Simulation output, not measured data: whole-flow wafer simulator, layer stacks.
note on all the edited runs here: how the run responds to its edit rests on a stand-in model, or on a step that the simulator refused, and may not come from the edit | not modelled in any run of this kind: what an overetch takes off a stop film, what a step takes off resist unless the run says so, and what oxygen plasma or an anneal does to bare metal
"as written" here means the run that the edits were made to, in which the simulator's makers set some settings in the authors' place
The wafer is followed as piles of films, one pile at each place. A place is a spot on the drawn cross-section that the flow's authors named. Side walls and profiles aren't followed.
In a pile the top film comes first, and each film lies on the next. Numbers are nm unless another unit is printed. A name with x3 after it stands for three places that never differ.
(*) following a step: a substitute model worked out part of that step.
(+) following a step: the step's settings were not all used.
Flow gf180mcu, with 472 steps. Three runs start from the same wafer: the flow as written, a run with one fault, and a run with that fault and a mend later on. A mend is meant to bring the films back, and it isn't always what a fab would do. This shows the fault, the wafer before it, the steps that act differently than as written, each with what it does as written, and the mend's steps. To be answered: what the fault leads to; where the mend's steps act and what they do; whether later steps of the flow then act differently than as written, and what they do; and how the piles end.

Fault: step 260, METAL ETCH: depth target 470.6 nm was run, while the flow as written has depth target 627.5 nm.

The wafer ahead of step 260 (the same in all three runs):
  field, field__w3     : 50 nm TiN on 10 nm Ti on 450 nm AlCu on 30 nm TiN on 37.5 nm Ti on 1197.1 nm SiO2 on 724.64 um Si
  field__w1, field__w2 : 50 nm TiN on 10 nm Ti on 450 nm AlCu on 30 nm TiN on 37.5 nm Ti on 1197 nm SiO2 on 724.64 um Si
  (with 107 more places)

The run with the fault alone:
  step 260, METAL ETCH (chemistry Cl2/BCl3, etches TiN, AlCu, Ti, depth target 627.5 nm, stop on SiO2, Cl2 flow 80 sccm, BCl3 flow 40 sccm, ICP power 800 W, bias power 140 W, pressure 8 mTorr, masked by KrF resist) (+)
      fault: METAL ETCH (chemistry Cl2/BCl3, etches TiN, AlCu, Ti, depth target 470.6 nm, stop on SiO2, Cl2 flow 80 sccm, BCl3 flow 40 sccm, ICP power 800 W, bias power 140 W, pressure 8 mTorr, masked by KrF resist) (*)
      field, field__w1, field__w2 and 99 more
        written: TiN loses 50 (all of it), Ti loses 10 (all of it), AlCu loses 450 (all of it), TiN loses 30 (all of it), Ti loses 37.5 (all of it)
        fault: TiN loses 50 (all of it), Ti loses 10 (all of it), AlCu loses 410.6
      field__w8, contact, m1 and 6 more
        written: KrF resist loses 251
        fault: KrF resist loses 188.2
  Steps later in the flow that act otherwise than as written:
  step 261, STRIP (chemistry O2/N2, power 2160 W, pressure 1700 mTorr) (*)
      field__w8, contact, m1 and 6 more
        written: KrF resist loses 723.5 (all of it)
        fault: KrF resist loses 786.3 (all of it)
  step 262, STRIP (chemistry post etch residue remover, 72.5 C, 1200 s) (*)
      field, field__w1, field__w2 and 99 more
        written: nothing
        fault: AlCu loses 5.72
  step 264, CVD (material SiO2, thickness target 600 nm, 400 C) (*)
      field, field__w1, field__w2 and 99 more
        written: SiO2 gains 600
        fault: SiO2 gains 600 (new film)
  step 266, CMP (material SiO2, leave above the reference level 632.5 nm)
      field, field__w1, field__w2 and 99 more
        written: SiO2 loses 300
        fault: SiO2 loses 401.2
  By the end, the piles at field, field__w1, field__w2 and 100 more depart from the flow's by more than 2% or 0.5 nm, whichever is larger.
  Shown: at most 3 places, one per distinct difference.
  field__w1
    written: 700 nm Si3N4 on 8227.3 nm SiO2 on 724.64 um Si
    fault: 700 nm Si3N4 on 6929.1 nm SiO2 on 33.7 nm AlCu on 30 nm TiN on 37.5 nm Ti on 1197 nm SiO2 on 724.64 um Si
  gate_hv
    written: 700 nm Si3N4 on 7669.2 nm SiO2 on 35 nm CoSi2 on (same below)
    fault: 700 nm Si3N4 on 6929.1 nm SiO2 on 33.7 nm AlCu on 30 nm TiN on 37.5 nm Ti on 638.9 nm SiO2 on 35 nm CoSi2 on (same below)
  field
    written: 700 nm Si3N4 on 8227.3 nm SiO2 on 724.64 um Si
    fault: 700 nm Si3N4 on 6929.1 nm SiO2 on 33.7 nm AlCu on 30 nm TiN on 37.5 nm Ti on 1197.1 nm SiO2 on 724.64 um Si

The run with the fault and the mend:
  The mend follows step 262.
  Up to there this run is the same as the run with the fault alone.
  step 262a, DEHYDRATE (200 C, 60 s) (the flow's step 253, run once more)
      alters no film at any place that is followed
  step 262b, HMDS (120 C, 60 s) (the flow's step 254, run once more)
      alters no film at any place that is followed
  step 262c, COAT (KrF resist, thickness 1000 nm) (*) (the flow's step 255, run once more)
      iso_ptap_pw, iso_ntap_nw, iso_nw_fld and 33 more
        KrF resist gains 1000 (new film)
      field__w1, field_sub, field_sub__w1 and 10 more
        KrF resist gains 1002.7 (new film)
      field__w13, p_well, sti and 7 more
        KrF resist gains 1003.1 (new film)
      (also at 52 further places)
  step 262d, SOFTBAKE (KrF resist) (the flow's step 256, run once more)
      alters no film at any place that is followed
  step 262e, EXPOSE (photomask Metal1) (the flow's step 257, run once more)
      alters no film at any place that is followed
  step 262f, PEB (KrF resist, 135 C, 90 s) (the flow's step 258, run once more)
      field__w1, field__w2, field__w3 and 56 more
        KrF resist loses 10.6
      iso_ptap_pw, iso_ntap_nw, iso_nw_fld and 33 more
        KrF resist loses 10.5
      gate_hv, sd_p, nw_sep_fld
        KrF resist loses 10.7
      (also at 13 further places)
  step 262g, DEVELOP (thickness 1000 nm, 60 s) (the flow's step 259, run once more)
      iso_ptap_pw, iso_ntap_nw, iso_nw_fld and 33 more
        KrF resist loses 989.5 (all of it)
      field_sub, field_sub__w1, field_sub__w2 and 13 more
        KrF resist loses 992.2 (all of it)
      p_well, sti, spacer and 7 more
        KrF resist loses 992.5 (all of it)
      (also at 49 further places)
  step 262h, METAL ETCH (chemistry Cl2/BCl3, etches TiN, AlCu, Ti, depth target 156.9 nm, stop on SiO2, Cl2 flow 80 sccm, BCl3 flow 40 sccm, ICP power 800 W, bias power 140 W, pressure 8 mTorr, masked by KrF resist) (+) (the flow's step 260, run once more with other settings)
      field, field__w1, field__w2 and 99 more
        AlCu loses 33.7 (all of it), TiN loses 30 (all of it), Ti loses 37.5 (all of it)
      field__w8, contact, m1 and 6 more
        KrF resist loses 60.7
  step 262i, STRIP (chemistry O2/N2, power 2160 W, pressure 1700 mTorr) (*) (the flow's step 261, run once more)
      field__w8
        KrF resist loses 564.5 (all of it)
      contact
        KrF resist loses 562.4 (all of it)
      m1
        KrF resist loses 565.3 (all of it)
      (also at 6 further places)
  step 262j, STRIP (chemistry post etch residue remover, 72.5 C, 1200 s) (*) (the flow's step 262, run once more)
      field__w8, contact, m1 and 6 more
        TiN loses 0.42
  Later steps of the flow that are run all act as written at every place that is followed, up to a difference of at most 2% or 0.5 nm, whichever is larger.
  When the end is reached, the piles differ only a little from the flow's at the places that both follow, at most by 2% or 0.5 nm, whichever is larger.
